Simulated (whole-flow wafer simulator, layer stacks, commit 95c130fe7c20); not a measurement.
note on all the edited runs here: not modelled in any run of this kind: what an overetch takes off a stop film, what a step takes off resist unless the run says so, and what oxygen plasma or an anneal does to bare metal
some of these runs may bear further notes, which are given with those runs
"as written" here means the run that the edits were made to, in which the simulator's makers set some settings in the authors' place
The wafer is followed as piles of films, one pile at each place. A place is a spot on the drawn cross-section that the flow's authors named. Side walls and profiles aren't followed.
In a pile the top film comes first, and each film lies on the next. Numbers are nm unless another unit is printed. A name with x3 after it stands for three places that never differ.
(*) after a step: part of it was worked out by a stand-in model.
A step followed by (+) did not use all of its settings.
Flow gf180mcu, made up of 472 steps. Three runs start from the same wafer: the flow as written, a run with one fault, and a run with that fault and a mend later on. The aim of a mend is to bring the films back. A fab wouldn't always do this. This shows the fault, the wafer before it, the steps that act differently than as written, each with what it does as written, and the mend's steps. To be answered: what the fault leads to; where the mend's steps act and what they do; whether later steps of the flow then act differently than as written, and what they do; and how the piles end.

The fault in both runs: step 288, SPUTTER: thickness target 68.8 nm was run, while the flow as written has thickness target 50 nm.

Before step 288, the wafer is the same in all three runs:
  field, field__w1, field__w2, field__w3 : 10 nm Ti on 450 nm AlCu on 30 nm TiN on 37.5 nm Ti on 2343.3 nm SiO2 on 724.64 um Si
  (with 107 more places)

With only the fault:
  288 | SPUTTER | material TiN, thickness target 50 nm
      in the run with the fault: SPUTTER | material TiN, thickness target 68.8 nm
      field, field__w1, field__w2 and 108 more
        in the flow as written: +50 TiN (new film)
        in the run with the fault: +68.8 TiN (new film)
  Later steps of the flow acting differently than as written (not shown: 3 more steps that differ only slightly, by at most 2% or 0.5 nm, whichever is larger):
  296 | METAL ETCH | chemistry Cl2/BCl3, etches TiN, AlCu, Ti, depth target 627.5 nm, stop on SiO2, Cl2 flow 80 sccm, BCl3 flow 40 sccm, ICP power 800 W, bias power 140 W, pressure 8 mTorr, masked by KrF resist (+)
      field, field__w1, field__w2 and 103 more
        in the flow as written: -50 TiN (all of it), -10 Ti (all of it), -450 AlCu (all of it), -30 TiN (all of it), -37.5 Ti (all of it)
        in the run with the fault: -68.8 TiN (all of it), -10 Ti (all of it), -450 AlCu (all of it), -30 TiN (all of it), -37.5 Ti (all of it)
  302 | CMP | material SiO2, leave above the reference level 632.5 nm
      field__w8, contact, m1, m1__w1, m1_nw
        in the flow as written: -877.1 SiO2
        in the run with the fault: -895.9 SiO2
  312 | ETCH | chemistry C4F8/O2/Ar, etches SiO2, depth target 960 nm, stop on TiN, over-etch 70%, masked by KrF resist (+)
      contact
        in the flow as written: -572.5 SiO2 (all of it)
        in the run with the fault: -553.7 SiO2 (all of it)
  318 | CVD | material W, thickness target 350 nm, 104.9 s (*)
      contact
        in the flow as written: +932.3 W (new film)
        in the run with the fault: +913.3 W (new film)
  The piles end different from the flow's at field__w8, contact, m1, m1__w1, m1_nw by more than 2% or 0.5 nm, whichever is larger.
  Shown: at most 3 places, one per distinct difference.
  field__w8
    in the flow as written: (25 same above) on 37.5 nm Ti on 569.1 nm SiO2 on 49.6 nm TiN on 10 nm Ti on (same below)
    in the run with the fault: (25 same above) on 37.5 nm Ti on 550.3 nm SiO2 on 68.4 nm TiN on 10 nm Ti on (same below)
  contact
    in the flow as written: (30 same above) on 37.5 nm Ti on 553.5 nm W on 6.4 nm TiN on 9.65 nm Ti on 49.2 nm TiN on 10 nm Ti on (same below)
    in the run with the fault: (30 same above) on 37.5 nm Ti on 534.5 nm W on 6.47 nm TiN on 9.76 nm Ti on 68 nm TiN on 10 nm Ti on (same below)

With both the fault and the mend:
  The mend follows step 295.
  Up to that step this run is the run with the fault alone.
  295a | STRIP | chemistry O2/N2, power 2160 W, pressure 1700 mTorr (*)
      field__w8, contact, m1, m1__w1, m1_nw
        -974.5 KrF resist (all of it)
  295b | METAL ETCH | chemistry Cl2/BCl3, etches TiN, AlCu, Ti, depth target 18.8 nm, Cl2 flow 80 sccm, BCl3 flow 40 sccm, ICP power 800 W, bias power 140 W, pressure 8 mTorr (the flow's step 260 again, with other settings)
      field, field__w1, field__w2 and 108 more
        -18.8 TiN
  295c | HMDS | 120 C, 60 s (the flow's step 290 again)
      leaves every film unchanged at each place that is followed
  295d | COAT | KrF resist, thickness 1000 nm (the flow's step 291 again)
      field, field__w1, field__w2 and 108 more
        +1000 KrF resist (new film)
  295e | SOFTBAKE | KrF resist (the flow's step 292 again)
      leaves every film unchanged at each place that is followed
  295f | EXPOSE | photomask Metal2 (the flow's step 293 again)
      leaves every film unchanged at each place that is followed
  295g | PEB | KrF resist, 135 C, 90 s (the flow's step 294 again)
      field, field__w1, field__w2 and 108 more
        -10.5 KrF resist
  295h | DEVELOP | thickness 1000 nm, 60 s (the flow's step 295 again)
      field, field__w1, field__w2 and 103 more
        -989.5 KrF resist (all of it)
      field__w8, contact, m1, m1__w1, m1_nw
        -14.9 KrF resist
  None of the later steps of the flow acts differently than as written at any place that is followed.
  By the end, the piles equal the flow's at every place that both follow.
